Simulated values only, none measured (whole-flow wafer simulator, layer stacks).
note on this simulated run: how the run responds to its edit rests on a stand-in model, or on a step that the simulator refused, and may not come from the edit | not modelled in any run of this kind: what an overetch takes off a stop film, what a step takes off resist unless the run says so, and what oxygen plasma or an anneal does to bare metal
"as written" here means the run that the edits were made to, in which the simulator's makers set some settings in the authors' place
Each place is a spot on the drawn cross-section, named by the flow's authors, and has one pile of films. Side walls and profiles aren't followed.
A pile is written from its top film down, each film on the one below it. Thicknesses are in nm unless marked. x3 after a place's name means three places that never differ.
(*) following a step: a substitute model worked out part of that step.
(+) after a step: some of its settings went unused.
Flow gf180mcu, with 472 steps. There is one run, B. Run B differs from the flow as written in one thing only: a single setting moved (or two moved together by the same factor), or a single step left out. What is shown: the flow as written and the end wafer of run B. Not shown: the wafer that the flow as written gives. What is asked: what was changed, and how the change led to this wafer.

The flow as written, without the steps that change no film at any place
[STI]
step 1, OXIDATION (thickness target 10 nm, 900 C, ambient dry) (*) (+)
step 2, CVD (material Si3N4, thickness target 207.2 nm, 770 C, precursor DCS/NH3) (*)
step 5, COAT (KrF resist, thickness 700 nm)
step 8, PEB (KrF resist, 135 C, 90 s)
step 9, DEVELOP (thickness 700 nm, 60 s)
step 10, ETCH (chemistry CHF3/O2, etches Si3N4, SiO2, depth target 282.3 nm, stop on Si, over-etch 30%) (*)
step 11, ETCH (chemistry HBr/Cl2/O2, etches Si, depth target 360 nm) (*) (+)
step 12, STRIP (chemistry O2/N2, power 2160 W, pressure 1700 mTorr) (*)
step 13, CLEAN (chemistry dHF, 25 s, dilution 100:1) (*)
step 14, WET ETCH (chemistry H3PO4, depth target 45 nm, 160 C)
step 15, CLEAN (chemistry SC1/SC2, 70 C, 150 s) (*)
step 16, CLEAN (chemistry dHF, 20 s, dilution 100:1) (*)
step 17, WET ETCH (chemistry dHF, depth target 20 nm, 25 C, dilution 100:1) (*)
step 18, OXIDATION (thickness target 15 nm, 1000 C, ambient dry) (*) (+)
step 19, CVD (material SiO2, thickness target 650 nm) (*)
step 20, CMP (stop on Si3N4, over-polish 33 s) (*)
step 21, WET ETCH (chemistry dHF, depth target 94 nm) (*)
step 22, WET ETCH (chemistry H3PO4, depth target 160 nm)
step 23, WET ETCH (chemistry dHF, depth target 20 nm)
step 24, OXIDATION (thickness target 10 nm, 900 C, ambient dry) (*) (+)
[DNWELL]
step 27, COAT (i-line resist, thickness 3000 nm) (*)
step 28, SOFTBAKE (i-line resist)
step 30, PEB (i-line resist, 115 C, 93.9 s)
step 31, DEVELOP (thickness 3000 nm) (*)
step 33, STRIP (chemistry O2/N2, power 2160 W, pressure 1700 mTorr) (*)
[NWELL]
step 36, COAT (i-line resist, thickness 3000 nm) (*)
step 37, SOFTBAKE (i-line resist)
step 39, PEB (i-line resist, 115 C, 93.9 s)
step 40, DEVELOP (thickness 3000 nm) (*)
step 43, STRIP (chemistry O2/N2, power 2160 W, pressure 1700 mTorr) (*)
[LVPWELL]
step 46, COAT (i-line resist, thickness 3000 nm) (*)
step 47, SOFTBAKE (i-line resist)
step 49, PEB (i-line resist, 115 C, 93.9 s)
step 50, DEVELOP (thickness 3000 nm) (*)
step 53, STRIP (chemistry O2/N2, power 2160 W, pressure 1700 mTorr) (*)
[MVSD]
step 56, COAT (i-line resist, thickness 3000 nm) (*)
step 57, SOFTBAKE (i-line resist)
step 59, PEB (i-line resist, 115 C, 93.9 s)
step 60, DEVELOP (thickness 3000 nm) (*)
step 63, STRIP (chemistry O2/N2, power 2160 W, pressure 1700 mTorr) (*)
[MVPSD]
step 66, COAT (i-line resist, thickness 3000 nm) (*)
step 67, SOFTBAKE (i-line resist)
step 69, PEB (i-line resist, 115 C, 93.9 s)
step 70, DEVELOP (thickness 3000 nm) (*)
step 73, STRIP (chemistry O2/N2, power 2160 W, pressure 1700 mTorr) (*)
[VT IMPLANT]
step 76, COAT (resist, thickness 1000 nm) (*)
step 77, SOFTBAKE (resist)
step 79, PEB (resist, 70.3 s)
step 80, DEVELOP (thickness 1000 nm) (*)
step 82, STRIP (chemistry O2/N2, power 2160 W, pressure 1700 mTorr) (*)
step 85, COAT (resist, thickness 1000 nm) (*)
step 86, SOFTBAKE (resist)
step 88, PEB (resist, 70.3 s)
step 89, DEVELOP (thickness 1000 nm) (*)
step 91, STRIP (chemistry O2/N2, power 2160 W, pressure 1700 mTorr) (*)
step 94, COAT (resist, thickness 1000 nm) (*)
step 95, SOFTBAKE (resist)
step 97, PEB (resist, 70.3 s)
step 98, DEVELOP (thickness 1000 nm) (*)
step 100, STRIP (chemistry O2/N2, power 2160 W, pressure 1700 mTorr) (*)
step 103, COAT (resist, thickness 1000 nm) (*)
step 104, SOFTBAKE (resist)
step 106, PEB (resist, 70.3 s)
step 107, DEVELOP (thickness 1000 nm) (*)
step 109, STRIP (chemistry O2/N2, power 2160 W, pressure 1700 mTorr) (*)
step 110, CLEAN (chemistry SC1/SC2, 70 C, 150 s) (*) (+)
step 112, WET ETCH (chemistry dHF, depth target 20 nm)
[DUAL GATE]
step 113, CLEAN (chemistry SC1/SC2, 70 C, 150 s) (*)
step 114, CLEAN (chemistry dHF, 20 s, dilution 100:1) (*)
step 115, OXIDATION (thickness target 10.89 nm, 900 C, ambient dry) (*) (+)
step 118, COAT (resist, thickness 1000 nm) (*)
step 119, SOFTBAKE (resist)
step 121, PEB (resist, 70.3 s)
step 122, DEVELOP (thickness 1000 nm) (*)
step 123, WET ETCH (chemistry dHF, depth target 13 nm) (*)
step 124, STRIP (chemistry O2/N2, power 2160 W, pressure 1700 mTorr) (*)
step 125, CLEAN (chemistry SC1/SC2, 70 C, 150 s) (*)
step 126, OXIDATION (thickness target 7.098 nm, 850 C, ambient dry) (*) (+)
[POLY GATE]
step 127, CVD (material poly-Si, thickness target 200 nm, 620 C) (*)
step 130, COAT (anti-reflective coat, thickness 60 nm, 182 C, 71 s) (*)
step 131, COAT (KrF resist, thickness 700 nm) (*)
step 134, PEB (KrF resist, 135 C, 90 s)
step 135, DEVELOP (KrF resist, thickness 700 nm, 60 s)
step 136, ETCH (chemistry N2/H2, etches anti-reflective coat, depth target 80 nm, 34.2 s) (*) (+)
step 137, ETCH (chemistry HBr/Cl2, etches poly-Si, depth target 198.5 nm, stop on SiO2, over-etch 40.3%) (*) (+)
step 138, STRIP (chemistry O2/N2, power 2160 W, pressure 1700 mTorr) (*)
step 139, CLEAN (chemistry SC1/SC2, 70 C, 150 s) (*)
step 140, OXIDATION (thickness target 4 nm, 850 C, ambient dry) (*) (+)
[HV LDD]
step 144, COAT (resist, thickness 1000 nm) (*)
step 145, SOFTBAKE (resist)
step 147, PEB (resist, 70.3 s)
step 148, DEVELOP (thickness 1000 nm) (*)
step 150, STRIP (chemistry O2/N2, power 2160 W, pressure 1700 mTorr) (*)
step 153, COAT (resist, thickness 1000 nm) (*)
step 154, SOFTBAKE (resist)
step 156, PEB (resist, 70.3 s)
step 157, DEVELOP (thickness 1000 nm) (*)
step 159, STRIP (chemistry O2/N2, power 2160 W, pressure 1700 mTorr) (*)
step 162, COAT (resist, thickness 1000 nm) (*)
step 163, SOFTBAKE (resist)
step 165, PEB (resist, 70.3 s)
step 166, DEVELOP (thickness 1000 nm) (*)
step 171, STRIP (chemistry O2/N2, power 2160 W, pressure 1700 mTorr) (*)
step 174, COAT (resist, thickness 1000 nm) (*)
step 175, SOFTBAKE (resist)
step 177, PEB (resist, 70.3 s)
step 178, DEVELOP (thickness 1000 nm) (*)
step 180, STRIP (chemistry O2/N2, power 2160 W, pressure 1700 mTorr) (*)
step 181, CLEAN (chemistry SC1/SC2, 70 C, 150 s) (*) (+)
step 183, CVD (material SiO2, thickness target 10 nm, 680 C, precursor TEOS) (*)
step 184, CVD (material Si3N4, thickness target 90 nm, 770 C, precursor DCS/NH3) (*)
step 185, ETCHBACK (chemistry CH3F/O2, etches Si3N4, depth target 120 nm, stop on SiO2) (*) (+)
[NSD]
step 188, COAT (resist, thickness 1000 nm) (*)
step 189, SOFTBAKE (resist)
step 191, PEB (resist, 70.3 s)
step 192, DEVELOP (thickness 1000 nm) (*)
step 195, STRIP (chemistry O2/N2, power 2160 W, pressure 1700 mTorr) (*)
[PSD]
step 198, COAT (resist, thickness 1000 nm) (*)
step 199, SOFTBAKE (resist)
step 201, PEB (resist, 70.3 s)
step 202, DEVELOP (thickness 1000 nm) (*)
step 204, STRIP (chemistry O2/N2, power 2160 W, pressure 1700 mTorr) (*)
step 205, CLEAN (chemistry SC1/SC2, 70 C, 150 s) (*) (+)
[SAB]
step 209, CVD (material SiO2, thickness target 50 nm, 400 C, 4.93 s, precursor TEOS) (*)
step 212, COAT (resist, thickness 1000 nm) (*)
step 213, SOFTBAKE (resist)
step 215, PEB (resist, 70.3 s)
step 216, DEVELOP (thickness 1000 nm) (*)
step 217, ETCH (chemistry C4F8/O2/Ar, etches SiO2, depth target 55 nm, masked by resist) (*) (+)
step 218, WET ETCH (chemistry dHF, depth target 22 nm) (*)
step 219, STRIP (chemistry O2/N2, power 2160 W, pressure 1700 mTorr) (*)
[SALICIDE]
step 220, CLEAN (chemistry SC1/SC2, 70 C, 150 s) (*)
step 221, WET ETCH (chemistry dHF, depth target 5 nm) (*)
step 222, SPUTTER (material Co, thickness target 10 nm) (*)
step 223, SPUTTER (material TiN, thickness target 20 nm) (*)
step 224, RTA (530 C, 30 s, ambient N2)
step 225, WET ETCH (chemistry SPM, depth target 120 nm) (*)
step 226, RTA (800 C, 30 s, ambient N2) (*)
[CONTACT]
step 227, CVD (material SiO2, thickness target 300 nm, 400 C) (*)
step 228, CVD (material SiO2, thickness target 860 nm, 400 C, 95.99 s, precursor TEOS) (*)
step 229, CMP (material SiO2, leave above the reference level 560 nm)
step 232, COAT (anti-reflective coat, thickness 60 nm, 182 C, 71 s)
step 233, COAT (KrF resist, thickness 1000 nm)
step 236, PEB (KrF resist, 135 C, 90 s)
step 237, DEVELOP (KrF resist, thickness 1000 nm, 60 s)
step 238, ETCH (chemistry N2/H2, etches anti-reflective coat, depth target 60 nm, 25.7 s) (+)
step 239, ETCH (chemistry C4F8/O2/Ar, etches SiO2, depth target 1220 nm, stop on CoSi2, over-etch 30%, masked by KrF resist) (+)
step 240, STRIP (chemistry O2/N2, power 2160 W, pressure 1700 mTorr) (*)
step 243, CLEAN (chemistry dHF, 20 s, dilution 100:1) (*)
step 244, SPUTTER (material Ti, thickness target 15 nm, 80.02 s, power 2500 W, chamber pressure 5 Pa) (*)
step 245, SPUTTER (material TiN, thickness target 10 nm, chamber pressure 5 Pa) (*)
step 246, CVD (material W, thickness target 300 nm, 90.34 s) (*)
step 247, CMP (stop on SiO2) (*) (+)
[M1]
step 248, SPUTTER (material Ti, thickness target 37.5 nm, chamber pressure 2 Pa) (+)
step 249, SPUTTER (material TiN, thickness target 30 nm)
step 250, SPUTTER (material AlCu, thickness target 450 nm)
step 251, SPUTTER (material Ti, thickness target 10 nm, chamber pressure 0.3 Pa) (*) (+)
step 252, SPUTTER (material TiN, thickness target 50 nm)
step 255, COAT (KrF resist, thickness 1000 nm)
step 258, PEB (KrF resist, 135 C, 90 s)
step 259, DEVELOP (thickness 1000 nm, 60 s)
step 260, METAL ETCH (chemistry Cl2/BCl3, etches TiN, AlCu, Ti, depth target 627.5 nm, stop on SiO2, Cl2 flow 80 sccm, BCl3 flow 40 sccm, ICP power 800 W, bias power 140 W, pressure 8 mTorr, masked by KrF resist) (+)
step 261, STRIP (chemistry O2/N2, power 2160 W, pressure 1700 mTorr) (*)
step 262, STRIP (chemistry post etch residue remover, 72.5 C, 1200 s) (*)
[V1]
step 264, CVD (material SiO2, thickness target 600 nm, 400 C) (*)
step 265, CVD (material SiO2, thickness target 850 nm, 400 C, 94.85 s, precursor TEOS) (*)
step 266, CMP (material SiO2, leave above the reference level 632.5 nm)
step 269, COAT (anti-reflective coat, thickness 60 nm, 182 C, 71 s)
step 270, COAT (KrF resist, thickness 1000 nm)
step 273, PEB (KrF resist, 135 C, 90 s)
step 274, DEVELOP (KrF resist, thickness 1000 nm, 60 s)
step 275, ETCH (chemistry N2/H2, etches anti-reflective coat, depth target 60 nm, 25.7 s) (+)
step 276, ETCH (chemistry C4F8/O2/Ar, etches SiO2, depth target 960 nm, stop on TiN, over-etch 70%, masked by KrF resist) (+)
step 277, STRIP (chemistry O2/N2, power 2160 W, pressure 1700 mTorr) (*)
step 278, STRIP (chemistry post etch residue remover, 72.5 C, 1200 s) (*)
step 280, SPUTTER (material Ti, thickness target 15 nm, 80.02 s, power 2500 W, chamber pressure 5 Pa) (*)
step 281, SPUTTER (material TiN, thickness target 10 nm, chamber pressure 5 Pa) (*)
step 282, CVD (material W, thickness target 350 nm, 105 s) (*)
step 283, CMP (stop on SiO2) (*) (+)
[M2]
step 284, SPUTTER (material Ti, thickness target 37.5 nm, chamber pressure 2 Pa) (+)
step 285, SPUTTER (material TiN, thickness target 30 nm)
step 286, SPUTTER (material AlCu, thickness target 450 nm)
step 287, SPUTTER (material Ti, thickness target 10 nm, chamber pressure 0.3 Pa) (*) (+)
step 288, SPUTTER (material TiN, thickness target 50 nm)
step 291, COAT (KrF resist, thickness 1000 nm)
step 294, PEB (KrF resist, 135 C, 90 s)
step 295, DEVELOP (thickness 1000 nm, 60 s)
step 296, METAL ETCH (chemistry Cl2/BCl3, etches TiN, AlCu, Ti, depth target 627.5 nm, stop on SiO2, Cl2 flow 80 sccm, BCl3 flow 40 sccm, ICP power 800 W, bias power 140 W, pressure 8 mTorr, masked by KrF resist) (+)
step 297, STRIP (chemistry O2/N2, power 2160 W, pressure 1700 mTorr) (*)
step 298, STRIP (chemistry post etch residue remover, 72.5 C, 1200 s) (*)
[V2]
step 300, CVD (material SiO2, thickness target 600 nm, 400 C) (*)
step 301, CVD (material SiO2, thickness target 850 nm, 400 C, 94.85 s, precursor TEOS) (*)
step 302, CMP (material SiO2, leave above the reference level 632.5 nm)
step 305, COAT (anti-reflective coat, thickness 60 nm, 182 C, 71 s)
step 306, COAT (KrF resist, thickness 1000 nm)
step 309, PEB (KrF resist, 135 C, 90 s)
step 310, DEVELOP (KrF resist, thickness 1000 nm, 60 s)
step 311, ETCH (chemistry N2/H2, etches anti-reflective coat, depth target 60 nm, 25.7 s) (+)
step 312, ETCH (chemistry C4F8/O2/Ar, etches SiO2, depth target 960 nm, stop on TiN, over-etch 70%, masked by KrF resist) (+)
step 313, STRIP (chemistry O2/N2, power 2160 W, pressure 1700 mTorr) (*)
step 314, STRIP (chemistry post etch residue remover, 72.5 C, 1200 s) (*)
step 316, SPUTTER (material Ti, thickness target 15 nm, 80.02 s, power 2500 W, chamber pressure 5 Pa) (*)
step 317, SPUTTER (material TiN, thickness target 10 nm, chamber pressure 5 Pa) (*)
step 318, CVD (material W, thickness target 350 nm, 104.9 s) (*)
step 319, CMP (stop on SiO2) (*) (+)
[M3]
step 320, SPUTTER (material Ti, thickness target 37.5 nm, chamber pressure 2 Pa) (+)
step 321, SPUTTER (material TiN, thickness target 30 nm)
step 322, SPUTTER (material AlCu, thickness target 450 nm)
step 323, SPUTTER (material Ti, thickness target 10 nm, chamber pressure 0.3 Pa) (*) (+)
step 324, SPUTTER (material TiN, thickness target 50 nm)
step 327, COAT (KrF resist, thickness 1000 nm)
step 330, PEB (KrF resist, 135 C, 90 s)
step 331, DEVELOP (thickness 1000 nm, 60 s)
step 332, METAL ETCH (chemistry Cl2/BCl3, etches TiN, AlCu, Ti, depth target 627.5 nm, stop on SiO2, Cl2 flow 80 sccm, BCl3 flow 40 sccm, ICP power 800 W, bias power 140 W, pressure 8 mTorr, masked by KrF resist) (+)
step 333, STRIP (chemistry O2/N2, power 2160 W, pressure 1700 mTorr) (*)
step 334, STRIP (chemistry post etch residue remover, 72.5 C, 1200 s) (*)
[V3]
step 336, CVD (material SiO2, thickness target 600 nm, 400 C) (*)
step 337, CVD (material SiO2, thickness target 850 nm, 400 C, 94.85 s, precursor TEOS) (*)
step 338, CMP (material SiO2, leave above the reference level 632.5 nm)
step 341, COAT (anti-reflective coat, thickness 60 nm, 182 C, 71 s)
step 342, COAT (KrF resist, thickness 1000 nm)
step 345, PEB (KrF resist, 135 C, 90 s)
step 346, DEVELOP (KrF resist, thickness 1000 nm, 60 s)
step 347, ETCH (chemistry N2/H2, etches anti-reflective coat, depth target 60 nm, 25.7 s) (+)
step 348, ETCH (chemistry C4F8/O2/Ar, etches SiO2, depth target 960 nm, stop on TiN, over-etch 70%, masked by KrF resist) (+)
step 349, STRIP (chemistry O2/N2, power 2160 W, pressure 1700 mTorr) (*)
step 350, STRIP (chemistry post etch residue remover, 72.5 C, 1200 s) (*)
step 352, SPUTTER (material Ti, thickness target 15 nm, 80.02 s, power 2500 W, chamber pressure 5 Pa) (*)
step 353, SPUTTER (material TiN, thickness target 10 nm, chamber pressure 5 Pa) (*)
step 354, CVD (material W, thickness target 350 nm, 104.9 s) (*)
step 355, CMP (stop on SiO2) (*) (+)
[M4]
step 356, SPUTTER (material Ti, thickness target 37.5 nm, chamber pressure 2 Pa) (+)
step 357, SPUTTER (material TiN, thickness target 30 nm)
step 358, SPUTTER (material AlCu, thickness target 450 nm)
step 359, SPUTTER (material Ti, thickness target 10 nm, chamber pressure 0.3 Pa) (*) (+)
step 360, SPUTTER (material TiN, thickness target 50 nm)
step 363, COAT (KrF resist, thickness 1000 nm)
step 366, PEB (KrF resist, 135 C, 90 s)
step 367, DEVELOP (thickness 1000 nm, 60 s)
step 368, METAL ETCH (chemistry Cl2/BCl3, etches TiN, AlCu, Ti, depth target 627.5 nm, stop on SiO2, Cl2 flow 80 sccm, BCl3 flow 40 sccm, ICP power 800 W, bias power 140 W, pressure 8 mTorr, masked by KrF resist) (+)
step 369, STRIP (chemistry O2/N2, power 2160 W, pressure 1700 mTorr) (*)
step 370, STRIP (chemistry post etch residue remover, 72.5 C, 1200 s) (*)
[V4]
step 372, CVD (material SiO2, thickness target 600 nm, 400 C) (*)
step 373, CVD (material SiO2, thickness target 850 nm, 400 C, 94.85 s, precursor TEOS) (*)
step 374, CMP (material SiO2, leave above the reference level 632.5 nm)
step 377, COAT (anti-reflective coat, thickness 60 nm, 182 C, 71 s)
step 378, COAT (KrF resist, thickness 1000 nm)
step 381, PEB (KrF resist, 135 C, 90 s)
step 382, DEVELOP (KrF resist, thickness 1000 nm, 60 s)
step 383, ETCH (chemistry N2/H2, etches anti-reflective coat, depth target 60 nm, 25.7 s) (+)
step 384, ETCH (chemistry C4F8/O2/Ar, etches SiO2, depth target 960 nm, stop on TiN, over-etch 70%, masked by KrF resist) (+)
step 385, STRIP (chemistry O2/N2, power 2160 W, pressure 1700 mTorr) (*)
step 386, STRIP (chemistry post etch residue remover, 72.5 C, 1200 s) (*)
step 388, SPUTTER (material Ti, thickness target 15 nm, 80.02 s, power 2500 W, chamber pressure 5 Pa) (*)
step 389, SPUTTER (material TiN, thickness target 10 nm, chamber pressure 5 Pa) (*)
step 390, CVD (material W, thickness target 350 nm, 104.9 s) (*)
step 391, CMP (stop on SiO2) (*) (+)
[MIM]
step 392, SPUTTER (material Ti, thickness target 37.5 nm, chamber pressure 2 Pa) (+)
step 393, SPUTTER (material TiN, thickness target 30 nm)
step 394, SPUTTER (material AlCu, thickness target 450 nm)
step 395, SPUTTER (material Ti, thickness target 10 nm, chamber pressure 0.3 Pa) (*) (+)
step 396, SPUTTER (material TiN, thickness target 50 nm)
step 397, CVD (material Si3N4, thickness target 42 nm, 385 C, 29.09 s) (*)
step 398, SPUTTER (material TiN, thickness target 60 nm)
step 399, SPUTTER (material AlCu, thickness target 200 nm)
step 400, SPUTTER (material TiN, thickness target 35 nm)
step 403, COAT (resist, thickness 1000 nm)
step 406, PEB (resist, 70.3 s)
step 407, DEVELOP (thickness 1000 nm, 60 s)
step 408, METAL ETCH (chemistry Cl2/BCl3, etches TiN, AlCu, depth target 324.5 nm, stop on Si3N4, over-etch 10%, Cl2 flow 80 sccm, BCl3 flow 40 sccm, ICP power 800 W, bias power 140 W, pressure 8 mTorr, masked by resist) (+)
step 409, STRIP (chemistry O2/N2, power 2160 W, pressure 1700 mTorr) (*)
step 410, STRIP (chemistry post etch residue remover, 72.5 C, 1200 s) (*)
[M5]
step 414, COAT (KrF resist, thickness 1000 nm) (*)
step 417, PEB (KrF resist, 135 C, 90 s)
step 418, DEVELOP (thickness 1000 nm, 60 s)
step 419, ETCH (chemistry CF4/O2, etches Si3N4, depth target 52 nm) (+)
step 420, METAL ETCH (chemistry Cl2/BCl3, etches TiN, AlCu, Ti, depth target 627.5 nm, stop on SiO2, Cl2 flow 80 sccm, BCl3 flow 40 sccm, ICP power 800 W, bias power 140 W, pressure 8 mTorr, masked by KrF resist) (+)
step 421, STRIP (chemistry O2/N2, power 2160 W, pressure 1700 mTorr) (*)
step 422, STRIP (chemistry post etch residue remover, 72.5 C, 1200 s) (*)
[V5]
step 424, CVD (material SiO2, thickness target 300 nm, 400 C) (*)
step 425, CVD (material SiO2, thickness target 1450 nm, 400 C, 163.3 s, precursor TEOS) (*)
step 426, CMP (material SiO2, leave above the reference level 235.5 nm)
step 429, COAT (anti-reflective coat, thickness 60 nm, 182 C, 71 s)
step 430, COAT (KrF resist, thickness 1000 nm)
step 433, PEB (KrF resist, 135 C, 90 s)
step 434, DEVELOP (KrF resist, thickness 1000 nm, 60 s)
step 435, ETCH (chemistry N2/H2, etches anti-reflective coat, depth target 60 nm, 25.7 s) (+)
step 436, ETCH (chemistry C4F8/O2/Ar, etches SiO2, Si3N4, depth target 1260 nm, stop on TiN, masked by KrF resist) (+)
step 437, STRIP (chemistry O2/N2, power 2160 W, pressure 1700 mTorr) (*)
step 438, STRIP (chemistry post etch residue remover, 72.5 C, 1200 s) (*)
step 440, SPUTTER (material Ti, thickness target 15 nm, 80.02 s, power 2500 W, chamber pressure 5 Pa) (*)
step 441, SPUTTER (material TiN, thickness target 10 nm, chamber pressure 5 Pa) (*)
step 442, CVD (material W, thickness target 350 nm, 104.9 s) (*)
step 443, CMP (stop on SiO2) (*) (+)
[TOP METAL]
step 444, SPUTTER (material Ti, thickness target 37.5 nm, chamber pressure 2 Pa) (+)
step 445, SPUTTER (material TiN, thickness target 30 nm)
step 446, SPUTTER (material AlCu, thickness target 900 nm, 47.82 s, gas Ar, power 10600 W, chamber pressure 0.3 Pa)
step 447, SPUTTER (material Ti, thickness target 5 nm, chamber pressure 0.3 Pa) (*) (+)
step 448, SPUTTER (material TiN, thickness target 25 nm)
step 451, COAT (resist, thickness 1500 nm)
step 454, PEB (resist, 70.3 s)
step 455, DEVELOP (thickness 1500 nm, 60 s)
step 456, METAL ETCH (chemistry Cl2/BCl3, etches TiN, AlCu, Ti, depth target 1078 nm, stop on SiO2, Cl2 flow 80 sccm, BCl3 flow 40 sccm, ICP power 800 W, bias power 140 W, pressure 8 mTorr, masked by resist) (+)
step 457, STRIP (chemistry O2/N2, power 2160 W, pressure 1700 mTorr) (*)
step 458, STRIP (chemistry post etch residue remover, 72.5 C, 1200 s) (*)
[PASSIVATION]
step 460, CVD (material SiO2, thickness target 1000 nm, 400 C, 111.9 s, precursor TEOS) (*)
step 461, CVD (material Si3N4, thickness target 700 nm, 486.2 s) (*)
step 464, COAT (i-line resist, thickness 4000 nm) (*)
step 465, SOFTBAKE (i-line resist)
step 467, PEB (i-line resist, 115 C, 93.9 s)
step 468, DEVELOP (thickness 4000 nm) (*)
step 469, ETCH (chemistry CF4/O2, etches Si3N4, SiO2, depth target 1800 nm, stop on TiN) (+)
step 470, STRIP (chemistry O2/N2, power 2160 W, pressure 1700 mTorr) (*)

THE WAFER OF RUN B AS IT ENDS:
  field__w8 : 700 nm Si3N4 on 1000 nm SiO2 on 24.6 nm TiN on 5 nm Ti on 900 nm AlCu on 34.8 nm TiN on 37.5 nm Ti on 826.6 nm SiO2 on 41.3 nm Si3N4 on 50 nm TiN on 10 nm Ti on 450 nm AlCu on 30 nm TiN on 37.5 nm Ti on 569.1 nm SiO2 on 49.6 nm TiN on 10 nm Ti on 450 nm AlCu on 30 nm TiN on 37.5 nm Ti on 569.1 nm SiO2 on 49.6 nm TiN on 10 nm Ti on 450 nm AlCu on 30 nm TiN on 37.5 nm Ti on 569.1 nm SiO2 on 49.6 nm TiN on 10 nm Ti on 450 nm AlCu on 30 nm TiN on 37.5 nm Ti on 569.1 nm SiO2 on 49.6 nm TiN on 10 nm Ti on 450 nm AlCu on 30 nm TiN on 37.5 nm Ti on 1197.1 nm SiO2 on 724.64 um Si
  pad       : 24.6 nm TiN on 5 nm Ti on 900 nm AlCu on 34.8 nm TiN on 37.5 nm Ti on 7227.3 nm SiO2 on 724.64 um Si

Cause: step 445, SPUTTER: thickness target 34.8 nm was run, whereas the flow has thickness target 30 nm.
The wafer itself shows it: field__w8 has TiN 34.8, and step 445 as written asks for 30 nm.

How this came from the change, step by step:
  step 445, SPUTTER (material TiN, thickness target 30 nm)
      field, field__w1, field__w2 and 109 more: TiN gains 34.8 (new film) (as written it would have been: TiN gains 30 (new film))
  step 456, METAL ETCH (chemistry Cl2/BCl3, etches TiN, AlCu, Ti, depth target 1078 nm, stop on SiO2, Cl2 flow 80 sccm, BCl3 flow 40 sccm, ICP power 800 W, bias power 140 W, pressure 8 mTorr, masked by resist) (+)
      field, field__w1, field__w2 and 103 more: TiN loses 25 (all of it), Ti loses 5 (all of it), AlCu loses 900 (all of it), TiN loses 34.8 (all of it), Ti loses 37.5 (all of it) (as written it would have been: TiN loses 25 (all of it), Ti loses 5 (all of it), AlCu loses 900 (all of it), TiN loses 30 (all of it), Ti loses 37.5 (all of it))
  step 465, SOFTBAKE (i-line resist)
      gate: i-line resist loses 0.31 (as written it would have been: i-line resist gains 1.79)
      ld_acc_p, ld_fp_p, ld_drift_p: i-line resist gains 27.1 (as written it would have been: i-line resist gains 33.8)
      (as well as at 56 more places)
